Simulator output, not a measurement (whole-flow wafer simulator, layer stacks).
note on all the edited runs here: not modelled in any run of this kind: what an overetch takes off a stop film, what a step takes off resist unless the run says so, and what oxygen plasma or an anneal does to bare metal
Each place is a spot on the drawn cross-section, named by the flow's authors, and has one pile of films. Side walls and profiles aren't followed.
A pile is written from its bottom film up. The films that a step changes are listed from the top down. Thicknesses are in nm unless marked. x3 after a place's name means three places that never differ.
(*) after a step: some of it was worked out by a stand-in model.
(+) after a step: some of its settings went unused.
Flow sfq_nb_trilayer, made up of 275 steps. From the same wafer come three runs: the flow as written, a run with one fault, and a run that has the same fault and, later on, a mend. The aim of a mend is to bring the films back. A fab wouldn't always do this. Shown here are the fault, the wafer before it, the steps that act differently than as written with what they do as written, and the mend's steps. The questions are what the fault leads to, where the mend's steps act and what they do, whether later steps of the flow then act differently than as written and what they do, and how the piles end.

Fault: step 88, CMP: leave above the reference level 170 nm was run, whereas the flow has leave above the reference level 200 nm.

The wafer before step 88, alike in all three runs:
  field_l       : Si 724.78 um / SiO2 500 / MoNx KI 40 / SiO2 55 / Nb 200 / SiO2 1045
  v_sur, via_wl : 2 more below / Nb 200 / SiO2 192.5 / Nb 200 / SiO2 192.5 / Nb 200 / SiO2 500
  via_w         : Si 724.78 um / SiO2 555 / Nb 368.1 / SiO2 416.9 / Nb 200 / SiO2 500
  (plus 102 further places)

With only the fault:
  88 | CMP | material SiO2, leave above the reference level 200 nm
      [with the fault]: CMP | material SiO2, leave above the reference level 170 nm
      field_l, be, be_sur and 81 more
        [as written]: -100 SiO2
        [with the fault]: -130 SiO2
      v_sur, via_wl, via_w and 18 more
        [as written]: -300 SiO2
        [with the fault]: -330 SiO2
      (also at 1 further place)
  Later steps of the flow acting differently than as written (4 other steps are not shown; they differ only slightly, by no more than 2% or 0.5 nm, whichever is larger):
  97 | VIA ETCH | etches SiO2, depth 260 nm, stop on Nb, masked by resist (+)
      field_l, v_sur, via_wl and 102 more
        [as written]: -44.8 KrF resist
        [with the fault]: -43.9 KrF resist
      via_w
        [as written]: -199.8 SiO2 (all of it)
        [with the fault]: -169.8 SiO2 (all of it)
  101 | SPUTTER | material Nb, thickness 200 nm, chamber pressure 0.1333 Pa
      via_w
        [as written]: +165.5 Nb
        [with the fault]: +172.1 Nb
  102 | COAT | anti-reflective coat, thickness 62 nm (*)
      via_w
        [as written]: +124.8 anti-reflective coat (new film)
        [with the fault]: +116.6 anti-reflective coat (new film)
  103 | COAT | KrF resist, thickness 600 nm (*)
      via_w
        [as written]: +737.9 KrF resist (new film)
        [with the fault]: +713.9 KrF resist (new film)
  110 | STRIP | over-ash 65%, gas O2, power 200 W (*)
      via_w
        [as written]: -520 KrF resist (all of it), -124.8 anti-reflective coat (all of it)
        [with the fault]: -496 KrF resist (all of it), -116.6 anti-reflective coat (all of it)
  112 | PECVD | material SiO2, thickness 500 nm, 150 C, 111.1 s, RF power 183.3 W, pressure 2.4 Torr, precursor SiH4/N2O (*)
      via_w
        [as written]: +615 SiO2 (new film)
        [with the fault]: +553.9 SiO2 (new film)
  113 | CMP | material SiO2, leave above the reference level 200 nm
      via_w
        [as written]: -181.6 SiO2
        [with the fault]: -157.1 SiO2
  The piles end different from the flow's at v_sur, via_wl, via_w and 36 more by more than 2% or 0.5 nm, whichever is larger.
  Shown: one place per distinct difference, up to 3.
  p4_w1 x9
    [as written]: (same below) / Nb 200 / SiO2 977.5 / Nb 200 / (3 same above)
    [with the fault]: (same below) / Nb 200 / SiO2 947.5 / Nb 200 / (3 same above)
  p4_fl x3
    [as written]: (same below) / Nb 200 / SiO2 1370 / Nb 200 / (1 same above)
    [with the fault]: (same below) / Nb 200 / SiO2 1340 / Nb 200 / (1 same above)
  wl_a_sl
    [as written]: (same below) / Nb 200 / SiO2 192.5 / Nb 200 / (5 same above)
    [with the fault]: (same below) / Nb 200 / SiO2 162.5 / Nb 200 / (5 same above)

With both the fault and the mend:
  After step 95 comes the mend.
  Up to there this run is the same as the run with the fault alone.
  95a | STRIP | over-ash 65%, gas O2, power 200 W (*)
      field_l, v_sur, via_wl and 102 more
        -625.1 KrF resist (all of it), -62 anti-reflective coat (all of it)
      via_w
        -62 anti-reflective coat (all of it)
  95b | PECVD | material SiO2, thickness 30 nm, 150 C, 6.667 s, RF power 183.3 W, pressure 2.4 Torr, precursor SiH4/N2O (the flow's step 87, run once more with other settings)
      field_l, v_sur, via_wl and 103 more
        +30 SiO2
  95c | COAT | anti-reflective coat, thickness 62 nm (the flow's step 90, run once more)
      field_l, v_sur, via_wl and 103 more
        +62 anti-reflective coat (new film)
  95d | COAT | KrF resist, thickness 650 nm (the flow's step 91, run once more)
      field_l, v_sur, via_wl and 103 more
        +650 KrF resist (new film)
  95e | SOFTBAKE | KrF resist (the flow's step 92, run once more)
      alters no film at any place that is followed
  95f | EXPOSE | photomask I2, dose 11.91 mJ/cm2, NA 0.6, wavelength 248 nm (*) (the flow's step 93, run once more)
      alters no film at any place that is followed
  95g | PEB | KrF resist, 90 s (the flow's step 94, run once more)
      field_l, v_sur, via_wl and 103 more
        -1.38 KrF resist
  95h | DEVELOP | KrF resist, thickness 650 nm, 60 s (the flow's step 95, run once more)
      field_l, v_sur, via_wl and 102 more
        -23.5 KrF resist
      via_w
        -648.6 KrF resist (all of it)
  None of the later steps of the flow differs from how it acts as written, at any place that is followed, by more than 2% or 0.5 nm, whichever is larger.
  By the end, the piles equal the flow's at every place that both follow.
